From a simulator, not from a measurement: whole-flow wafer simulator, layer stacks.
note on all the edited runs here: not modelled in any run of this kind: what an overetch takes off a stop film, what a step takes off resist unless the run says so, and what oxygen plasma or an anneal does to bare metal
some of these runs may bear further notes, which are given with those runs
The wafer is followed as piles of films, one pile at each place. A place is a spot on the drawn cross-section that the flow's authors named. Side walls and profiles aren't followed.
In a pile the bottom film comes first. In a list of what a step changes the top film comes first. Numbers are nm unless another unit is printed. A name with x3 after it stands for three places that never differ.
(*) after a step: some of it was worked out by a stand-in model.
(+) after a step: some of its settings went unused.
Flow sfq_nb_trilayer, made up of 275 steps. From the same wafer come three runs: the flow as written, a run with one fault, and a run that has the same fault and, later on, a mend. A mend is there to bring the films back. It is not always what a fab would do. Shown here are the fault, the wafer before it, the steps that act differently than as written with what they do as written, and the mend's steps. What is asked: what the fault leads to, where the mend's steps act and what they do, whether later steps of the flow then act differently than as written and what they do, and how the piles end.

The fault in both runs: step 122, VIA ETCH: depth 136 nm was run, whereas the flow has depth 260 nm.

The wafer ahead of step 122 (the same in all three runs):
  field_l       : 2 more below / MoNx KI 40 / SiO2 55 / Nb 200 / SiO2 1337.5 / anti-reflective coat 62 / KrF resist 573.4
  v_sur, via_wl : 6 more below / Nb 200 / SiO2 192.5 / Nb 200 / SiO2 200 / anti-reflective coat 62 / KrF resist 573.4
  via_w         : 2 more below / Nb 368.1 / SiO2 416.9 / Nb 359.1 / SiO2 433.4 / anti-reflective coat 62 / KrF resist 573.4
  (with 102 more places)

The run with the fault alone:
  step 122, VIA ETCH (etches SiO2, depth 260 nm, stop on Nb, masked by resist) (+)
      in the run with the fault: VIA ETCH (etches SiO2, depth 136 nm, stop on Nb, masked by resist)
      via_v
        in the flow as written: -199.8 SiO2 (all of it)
        in the run with the fault: -136 SiO2
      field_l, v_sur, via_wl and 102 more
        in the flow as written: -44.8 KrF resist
        in the run with the fault: -23.4 KrF resist
  Later steps of the flow acting differently than as written (3 other steps are not shown; they differ only slightly, by no more than 2% or 0.5 nm, whichever is larger):
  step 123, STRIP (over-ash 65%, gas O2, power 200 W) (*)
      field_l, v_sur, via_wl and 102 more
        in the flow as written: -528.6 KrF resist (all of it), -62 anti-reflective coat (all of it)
        in the run with the fault: -550 KrF resist (all of it), -62 anti-reflective coat (all of it)
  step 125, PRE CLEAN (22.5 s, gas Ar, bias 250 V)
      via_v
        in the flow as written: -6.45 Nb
        in the run with the fault: -7.5 SiO2
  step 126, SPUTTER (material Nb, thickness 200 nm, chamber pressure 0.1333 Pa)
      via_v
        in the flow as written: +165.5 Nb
        in the run with the fault: +179.4 Nb (new film)
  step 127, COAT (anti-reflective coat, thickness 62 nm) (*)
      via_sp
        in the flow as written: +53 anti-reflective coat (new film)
        in the run with the fault: +54.2 anti-reflective coat (new film)
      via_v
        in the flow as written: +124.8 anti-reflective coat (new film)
        in the run with the fault: +110.1 anti-reflective coat (new film)
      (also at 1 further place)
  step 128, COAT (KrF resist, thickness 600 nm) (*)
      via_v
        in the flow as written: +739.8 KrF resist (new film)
        in the run with the fault: +688.1 KrF resist (new film)
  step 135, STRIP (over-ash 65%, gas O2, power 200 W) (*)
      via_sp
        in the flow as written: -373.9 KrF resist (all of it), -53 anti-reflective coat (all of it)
        in the run with the fault: -378.2 KrF resist (all of it), -54.2 anti-reflective coat (all of it)
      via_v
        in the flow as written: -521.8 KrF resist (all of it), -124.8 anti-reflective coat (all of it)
        in the run with the fault: -470.2 KrF resist (all of it), -110.1 anti-reflective coat (all of it)
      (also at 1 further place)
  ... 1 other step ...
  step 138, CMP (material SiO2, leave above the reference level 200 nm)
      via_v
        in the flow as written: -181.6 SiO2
        in the run with the fault: -157.1 SiO2
  The piles end different from the flow's at via_v by more than 2% or 0.5 nm, whichever is larger.
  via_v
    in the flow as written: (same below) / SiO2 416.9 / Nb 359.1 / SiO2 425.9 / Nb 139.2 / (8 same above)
    in the run with the fault: (same below) / SiO2 416.9 / Nb 200 / SiO2 56.3 / Nb 179.4 / SiO2 349.3 / Nb 139.2 / (8 same above)

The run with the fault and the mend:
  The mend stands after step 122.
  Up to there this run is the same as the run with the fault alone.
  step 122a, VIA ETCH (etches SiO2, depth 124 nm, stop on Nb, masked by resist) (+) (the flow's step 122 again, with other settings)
      field_l, v_sur, via_wl and 102 more
        -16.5 KrF resist
      via_v
        -63.8 SiO2 (all of it)
  Later steps of the flow that are run all act as written at every place that is followed, up to a difference of at most 2% or 0.5 nm, whichever is larger.
  The piles end the same as the flow's at every place that both follow.
